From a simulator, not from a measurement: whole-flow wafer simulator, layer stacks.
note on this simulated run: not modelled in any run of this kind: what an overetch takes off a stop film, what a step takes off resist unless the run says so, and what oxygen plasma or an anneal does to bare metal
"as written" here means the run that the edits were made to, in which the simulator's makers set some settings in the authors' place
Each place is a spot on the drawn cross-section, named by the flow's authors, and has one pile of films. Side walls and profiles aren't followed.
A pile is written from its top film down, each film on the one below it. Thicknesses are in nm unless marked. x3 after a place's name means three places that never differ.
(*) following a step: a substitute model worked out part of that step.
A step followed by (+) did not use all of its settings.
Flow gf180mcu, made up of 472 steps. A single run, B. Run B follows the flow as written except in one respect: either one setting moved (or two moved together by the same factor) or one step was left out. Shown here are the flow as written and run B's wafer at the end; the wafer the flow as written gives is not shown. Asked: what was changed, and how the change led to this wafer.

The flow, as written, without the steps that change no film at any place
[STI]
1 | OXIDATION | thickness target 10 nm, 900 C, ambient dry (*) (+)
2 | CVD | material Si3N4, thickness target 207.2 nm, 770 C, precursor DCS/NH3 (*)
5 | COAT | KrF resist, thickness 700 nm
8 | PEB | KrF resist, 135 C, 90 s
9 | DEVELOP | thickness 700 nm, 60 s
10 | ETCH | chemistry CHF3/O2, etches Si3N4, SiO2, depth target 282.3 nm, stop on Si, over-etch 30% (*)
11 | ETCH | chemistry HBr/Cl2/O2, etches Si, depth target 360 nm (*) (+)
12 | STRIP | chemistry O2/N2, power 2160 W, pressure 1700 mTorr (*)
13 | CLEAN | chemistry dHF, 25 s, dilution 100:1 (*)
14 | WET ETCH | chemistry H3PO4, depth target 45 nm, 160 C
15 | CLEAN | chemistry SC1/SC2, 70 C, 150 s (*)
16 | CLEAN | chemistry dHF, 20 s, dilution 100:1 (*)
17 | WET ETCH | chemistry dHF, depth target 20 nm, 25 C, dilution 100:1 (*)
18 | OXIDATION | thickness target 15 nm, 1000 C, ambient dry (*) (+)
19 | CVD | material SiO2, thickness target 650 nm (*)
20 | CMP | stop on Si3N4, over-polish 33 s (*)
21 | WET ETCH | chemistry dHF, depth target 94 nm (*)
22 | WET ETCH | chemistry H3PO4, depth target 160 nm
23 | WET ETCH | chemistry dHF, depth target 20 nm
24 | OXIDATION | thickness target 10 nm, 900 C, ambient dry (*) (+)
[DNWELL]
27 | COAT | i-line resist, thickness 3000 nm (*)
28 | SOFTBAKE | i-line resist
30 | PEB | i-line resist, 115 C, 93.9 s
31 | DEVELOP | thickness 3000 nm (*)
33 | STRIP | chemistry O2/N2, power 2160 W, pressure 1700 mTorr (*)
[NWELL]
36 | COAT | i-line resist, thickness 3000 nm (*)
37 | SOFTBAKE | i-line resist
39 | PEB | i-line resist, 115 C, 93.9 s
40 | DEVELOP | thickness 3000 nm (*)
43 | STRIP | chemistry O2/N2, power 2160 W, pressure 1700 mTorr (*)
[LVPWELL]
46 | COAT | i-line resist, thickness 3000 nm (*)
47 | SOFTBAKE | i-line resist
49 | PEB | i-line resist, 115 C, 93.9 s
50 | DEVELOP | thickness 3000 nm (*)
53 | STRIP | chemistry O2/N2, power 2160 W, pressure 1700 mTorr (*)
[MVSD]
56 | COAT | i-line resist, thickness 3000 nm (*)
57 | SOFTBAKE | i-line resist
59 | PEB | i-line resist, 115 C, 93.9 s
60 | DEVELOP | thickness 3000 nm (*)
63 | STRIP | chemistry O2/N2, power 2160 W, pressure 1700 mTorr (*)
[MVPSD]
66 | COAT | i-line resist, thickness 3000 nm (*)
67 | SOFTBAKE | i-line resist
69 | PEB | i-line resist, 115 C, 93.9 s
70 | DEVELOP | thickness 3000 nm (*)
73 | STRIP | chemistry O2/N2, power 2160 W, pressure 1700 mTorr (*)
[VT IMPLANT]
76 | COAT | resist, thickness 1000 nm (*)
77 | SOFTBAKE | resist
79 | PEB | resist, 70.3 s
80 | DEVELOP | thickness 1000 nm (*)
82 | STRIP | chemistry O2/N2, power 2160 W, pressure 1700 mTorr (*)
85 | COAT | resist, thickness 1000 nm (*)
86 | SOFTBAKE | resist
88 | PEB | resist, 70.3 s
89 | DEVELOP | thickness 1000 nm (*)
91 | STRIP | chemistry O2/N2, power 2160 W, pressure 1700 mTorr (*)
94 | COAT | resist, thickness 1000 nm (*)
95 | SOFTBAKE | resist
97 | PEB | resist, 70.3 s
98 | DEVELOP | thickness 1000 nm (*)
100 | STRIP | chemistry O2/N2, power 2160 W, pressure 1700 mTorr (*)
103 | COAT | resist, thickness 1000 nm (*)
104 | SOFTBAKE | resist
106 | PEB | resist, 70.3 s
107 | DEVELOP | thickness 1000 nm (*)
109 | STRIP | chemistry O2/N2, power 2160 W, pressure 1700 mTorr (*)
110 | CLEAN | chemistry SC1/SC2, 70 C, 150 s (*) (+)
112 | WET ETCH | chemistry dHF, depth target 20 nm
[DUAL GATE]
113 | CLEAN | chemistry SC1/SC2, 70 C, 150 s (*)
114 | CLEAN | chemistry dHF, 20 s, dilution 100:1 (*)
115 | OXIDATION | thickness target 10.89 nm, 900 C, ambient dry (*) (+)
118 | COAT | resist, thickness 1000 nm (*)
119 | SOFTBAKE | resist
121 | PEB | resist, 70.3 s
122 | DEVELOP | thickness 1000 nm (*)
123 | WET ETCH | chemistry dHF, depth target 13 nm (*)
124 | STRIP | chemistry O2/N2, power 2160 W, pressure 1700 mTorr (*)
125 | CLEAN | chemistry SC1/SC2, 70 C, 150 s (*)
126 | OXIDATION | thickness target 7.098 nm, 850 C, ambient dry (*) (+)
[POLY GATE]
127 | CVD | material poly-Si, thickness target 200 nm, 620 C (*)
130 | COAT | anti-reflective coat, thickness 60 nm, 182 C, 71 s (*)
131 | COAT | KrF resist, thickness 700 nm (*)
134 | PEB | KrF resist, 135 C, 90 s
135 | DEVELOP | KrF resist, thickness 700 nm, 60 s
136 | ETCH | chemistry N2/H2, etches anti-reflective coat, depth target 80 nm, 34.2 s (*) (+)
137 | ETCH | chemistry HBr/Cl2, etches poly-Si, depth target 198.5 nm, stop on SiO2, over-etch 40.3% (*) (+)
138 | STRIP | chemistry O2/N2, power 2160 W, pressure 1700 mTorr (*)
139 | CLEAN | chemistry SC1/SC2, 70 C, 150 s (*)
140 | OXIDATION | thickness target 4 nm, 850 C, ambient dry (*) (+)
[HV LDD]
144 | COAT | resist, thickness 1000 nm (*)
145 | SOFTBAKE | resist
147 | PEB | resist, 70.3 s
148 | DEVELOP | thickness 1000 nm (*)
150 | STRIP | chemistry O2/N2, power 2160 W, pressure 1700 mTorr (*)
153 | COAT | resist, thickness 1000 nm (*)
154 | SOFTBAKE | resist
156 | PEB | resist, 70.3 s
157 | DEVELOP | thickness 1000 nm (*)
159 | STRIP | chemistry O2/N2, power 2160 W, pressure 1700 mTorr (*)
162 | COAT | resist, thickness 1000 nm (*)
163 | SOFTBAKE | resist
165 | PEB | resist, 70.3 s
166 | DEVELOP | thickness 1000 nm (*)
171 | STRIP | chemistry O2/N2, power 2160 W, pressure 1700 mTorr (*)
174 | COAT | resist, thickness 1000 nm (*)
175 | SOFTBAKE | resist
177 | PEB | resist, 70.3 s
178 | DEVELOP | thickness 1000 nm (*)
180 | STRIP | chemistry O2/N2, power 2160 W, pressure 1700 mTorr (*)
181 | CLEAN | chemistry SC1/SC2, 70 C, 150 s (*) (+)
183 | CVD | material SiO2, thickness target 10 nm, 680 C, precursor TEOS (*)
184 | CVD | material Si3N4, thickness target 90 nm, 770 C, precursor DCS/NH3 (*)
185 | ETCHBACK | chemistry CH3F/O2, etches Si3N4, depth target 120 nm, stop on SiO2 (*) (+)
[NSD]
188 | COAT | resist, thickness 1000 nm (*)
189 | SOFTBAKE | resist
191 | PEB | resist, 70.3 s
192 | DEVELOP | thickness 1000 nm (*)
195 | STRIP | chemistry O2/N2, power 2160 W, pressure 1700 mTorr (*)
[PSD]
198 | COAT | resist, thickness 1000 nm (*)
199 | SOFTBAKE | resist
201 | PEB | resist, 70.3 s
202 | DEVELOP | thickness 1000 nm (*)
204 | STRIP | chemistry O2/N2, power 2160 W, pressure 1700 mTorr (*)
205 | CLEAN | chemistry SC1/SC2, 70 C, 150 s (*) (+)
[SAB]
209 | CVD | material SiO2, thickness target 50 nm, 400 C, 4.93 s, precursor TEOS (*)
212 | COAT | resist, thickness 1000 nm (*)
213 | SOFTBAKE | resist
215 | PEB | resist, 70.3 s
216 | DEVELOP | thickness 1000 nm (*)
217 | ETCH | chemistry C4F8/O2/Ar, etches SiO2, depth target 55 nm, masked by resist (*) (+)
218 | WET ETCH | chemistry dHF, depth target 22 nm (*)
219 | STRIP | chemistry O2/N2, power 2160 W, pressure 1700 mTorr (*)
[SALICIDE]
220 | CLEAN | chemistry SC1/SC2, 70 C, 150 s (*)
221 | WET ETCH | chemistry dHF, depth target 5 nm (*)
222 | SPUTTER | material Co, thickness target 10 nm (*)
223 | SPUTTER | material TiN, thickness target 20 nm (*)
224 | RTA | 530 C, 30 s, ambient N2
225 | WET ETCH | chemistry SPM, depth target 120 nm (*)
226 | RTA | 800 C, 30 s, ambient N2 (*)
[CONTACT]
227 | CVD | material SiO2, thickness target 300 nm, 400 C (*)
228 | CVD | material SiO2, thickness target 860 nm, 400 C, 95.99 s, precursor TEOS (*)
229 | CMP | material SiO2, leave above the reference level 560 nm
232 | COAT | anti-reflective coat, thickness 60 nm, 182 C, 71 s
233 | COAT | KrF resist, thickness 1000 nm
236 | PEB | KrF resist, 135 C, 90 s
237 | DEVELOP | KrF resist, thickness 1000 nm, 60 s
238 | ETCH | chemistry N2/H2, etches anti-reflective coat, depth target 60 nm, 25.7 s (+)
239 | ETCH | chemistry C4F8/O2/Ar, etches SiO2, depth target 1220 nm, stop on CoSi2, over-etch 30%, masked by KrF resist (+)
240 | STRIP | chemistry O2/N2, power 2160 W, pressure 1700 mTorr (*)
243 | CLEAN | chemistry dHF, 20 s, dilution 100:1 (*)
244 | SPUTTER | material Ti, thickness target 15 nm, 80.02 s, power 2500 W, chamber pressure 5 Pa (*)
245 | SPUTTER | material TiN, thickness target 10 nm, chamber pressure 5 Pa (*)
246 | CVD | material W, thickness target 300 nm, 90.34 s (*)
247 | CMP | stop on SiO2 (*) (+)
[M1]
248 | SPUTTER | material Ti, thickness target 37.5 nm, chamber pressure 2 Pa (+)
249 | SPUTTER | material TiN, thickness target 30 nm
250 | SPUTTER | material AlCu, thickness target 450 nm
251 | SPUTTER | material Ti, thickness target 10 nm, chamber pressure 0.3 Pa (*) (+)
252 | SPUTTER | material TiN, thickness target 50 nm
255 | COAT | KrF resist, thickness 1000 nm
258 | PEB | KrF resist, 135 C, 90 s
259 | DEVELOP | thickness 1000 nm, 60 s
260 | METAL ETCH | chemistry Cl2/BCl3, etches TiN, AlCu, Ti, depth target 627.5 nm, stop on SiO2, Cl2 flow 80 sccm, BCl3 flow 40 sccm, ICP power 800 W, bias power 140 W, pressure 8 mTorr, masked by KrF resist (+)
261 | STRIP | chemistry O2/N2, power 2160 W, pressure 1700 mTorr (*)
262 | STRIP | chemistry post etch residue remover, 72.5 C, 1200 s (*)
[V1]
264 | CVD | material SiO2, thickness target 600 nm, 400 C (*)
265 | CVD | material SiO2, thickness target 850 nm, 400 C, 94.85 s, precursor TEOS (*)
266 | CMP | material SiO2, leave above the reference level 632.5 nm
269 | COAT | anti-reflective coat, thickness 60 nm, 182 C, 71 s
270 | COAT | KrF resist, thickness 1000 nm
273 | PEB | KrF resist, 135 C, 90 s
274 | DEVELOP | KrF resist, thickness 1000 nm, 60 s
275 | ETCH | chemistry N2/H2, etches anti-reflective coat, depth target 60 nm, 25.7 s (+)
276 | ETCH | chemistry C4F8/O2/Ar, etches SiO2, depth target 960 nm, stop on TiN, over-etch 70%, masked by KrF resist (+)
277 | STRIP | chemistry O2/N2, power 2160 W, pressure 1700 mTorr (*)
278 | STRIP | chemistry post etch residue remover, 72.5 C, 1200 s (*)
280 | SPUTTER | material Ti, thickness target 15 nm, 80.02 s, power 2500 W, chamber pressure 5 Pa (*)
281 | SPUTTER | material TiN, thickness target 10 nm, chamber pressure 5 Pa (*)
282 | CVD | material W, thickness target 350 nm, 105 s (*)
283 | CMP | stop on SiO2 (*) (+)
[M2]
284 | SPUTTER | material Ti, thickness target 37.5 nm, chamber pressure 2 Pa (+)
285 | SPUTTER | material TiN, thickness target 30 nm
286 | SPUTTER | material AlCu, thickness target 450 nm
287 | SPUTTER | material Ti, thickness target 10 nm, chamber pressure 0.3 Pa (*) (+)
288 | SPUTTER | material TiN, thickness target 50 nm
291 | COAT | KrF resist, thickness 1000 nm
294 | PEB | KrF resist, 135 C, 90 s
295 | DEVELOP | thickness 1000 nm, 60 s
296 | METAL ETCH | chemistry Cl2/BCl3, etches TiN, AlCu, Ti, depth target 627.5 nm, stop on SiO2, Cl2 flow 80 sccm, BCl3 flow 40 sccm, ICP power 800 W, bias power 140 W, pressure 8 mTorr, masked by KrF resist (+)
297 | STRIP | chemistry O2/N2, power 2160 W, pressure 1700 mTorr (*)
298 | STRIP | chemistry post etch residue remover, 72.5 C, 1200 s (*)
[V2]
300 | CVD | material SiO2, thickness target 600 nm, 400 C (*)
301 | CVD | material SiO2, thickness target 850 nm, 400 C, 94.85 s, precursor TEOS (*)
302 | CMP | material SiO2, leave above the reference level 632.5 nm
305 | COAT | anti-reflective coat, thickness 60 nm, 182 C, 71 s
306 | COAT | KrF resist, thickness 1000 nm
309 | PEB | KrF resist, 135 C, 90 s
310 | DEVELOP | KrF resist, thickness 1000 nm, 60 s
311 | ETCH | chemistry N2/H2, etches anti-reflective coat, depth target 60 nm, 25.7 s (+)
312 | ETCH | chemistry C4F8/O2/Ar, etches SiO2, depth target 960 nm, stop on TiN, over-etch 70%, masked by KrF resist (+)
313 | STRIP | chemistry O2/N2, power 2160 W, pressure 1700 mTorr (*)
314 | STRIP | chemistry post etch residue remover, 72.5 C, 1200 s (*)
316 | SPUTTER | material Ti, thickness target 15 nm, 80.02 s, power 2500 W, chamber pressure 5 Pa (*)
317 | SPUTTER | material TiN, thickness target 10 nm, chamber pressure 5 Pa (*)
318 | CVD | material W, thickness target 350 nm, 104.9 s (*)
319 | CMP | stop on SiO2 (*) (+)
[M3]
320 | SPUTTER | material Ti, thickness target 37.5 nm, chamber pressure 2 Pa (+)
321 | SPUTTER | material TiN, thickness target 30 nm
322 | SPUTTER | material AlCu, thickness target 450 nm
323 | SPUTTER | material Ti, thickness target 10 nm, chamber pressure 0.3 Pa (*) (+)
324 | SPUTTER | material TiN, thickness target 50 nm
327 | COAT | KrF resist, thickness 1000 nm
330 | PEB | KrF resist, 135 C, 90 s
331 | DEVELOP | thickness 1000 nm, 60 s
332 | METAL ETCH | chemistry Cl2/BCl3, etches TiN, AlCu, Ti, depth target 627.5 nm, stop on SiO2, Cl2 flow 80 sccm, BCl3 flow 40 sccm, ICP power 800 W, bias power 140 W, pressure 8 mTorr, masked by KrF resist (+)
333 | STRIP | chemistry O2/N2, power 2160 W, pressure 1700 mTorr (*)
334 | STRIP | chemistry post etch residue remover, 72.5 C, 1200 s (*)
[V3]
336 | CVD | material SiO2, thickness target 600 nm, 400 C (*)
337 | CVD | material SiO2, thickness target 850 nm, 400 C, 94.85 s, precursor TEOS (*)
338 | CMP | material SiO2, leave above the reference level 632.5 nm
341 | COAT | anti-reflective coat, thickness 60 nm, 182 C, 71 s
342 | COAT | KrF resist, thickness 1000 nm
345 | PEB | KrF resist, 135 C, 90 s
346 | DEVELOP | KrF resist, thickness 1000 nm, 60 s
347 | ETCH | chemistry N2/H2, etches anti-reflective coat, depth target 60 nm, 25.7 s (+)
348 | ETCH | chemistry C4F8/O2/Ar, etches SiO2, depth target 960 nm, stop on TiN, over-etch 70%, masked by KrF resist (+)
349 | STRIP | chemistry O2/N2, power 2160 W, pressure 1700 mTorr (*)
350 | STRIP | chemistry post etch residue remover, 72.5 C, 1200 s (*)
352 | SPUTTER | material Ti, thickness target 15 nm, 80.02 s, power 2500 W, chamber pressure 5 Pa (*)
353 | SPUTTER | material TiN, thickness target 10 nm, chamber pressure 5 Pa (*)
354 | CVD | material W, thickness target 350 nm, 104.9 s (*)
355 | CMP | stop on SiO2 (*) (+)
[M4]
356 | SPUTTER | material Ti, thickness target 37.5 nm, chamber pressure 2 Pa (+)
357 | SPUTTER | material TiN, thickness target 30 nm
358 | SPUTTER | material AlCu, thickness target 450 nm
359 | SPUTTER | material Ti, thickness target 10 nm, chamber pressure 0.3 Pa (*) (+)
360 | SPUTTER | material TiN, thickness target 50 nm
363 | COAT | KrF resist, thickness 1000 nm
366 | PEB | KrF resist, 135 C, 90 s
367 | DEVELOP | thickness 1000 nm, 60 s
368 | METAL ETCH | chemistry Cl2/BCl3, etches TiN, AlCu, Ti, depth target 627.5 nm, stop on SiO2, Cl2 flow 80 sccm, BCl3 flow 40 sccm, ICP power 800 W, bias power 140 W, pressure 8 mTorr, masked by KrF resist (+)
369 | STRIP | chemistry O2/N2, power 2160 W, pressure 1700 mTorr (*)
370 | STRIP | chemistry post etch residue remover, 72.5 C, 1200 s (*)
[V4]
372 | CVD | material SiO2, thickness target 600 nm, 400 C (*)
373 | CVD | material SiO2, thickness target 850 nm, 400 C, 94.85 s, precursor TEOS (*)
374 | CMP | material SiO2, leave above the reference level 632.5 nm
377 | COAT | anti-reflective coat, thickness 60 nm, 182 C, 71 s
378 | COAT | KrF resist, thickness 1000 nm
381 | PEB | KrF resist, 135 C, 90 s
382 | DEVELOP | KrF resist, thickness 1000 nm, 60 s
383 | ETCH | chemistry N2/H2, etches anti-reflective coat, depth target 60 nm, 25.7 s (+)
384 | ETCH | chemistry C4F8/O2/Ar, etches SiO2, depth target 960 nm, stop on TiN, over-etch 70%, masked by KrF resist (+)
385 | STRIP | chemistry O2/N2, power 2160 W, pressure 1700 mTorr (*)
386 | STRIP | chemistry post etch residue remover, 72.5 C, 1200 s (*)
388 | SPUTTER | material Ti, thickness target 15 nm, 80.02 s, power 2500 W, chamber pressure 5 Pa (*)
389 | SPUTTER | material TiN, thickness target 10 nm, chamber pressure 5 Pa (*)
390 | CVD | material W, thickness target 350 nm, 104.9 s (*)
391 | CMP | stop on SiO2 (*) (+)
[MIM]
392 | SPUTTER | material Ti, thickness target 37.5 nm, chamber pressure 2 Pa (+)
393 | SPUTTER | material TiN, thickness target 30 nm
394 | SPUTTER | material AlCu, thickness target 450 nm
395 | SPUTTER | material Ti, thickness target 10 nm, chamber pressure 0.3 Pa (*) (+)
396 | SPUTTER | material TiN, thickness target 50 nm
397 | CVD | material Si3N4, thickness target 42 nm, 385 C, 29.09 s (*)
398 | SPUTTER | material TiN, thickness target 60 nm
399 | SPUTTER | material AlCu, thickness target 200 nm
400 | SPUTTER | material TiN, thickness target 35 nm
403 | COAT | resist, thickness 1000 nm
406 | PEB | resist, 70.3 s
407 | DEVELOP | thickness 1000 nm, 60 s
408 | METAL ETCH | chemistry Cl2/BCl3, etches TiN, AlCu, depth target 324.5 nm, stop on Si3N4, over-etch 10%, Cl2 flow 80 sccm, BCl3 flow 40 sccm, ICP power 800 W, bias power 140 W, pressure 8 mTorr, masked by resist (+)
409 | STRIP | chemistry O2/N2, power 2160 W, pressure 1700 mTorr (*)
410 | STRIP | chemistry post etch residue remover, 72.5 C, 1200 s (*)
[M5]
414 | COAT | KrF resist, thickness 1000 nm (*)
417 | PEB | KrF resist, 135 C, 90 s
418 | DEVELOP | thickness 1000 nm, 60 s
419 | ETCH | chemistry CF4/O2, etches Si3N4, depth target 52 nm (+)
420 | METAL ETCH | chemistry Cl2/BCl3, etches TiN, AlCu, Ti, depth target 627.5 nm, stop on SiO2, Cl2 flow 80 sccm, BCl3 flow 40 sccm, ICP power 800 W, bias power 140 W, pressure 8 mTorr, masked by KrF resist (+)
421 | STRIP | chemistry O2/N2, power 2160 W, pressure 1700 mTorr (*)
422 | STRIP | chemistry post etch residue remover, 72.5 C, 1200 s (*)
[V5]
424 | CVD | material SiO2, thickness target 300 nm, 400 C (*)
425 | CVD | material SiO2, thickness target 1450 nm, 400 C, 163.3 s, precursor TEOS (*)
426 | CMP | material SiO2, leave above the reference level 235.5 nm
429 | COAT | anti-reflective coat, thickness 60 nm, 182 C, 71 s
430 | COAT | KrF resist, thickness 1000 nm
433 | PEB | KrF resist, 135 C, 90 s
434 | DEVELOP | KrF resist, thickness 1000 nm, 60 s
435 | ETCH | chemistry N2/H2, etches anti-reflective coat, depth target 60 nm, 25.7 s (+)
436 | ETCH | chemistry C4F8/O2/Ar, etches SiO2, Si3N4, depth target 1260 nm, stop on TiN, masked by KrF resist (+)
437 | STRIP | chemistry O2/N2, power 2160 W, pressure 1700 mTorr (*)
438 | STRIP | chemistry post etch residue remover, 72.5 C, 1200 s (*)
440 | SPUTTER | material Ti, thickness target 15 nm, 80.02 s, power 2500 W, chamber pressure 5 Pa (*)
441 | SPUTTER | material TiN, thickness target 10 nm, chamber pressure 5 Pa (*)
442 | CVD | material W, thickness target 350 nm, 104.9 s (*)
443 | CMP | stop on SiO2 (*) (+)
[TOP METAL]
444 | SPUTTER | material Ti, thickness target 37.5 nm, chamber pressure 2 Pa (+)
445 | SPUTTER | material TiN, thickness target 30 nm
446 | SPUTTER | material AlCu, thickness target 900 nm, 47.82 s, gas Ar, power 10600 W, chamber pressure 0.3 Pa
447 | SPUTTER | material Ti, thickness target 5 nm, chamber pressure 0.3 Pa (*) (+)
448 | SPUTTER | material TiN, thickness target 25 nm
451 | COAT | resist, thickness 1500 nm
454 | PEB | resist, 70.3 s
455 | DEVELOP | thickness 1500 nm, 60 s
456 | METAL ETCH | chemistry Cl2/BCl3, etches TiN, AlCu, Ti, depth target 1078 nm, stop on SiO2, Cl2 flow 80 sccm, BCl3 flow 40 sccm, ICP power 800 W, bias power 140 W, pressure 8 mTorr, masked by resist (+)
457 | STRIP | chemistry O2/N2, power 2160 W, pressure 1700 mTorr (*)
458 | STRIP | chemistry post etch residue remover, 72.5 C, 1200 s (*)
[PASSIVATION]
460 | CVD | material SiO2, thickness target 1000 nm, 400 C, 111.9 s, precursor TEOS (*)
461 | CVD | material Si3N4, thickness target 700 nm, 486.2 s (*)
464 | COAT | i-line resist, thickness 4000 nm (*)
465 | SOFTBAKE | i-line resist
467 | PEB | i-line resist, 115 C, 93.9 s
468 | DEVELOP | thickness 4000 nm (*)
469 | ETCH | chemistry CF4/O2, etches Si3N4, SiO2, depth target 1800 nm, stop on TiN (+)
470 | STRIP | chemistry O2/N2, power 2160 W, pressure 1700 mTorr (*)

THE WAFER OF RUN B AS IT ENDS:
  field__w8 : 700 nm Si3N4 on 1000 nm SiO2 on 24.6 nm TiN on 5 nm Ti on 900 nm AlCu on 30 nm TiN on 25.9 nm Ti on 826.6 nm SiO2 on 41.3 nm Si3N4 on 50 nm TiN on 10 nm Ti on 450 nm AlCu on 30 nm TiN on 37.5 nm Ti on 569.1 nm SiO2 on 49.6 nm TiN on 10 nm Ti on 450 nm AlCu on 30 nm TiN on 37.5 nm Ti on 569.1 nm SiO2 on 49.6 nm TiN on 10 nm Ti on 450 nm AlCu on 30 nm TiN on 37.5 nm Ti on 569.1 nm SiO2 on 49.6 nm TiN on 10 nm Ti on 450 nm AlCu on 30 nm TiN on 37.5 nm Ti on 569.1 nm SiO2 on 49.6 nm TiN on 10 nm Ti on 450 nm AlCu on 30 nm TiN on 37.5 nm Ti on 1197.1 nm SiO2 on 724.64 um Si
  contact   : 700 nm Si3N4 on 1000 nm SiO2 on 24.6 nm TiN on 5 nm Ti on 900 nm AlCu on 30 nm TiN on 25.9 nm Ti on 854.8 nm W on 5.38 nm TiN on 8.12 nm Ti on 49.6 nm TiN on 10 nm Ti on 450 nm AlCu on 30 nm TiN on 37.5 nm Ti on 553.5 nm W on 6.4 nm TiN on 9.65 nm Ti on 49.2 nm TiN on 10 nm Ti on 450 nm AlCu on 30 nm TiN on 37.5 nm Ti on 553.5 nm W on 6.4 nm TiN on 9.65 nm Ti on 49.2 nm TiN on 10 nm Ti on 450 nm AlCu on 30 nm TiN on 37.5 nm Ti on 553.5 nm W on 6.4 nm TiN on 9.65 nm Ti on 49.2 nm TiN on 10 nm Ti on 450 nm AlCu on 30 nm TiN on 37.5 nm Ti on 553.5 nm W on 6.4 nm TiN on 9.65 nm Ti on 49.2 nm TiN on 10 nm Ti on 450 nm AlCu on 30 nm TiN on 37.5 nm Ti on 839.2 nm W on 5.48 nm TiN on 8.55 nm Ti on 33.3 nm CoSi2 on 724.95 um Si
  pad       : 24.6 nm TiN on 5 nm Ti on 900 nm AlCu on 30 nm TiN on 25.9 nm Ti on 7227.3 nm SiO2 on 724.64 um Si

What caused this: step 444, SPUTTER: thickness target 25.9 nm was run, though the flow has thickness target 37.5 nm.
The wafer itself shows it: field__w8 has Ti 25.9, and step 444 as written asks for 37.5 nm.

How this came from the change, step by step:
  444 | SPUTTER | material Ti, thickness target 37.5 nm, chamber pressure 2 Pa (+)
      field, field__w1, field__w2 and 109 more: +25.9 Ti (new film) (in the flow as written it would be: +37.5 Ti (new film))
  456 | METAL ETCH | chemistry Cl2/BCl3, etches TiN, AlCu, Ti, depth target 1078 nm, stop on SiO2, Cl2 flow 80 sccm, BCl3 flow 40 sccm, ICP power 800 W, bias power 140 W, pressure 8 mTorr, masked by resist (+)
      field, field__w1, field__w2 and 103 more: -25 TiN (all of it), -5 Ti (all of it), -900 AlCu (all of it), -30 TiN (all of it), -25.9 Ti (all of it) (in the flow as written it would be: -25 TiN (all of it), -5 Ti (all of it), -900 AlCu (all of it), -30 TiN (all of it), -37.5 Ti (all of it))
